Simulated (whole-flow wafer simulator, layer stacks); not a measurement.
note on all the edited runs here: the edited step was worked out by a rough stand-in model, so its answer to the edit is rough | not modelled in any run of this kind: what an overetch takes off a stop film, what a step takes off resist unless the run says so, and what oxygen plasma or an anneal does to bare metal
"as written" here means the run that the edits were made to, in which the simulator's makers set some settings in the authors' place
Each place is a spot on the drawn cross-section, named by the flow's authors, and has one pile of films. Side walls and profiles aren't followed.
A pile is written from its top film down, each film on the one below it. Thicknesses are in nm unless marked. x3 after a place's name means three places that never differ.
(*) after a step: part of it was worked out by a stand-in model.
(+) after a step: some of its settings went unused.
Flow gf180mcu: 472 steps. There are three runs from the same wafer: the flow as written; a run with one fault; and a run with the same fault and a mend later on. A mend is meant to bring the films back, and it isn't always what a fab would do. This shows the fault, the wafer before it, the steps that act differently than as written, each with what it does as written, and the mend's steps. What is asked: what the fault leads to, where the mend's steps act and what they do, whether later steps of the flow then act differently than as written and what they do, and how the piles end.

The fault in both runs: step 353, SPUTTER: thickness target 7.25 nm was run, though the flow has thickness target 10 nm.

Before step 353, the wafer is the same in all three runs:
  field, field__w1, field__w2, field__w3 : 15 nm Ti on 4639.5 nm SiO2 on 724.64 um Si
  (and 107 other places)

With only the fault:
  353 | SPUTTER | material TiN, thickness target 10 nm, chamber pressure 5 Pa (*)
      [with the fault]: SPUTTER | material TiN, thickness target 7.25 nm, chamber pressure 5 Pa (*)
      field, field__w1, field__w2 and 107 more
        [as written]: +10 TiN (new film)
        [with the fault]: +7.25 TiN (new film)
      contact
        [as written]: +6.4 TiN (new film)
        [with the fault]: +4.65 TiN (new film)
  Steps later in the flow that act otherwise than as written (1 other step is not shown; it differs only slightly, by no more than 2% or 0.5 nm, whichever is larger):
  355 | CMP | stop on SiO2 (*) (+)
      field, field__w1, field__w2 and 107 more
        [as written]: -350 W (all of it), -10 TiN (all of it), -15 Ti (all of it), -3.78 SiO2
        [with the fault]: -350 W (all of it), -7.25 TiN (all of it), -15 Ti (all of it), -3.76 SiO2
  The piles end different from the flow's at contact by more than 2% or 0.5 nm, whichever is larger.
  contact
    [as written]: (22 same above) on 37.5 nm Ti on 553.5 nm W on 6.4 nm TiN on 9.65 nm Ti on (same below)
    [with the fault]: (22 same above) on 37.5 nm Ti on 555.3 nm W on 4.65 nm TiN on 9.65 nm Ti on (same below)

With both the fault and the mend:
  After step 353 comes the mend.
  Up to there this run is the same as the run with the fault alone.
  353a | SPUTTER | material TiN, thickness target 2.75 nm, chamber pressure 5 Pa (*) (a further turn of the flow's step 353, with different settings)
      field, field__w1, field__w2 and 107 more
        +2.75 TiN
      contact
        +1.76 TiN
  None of the later steps of the flow acts differently than as written at any place that is followed.
  At every place that both follow, the piles at the end match the flow's.
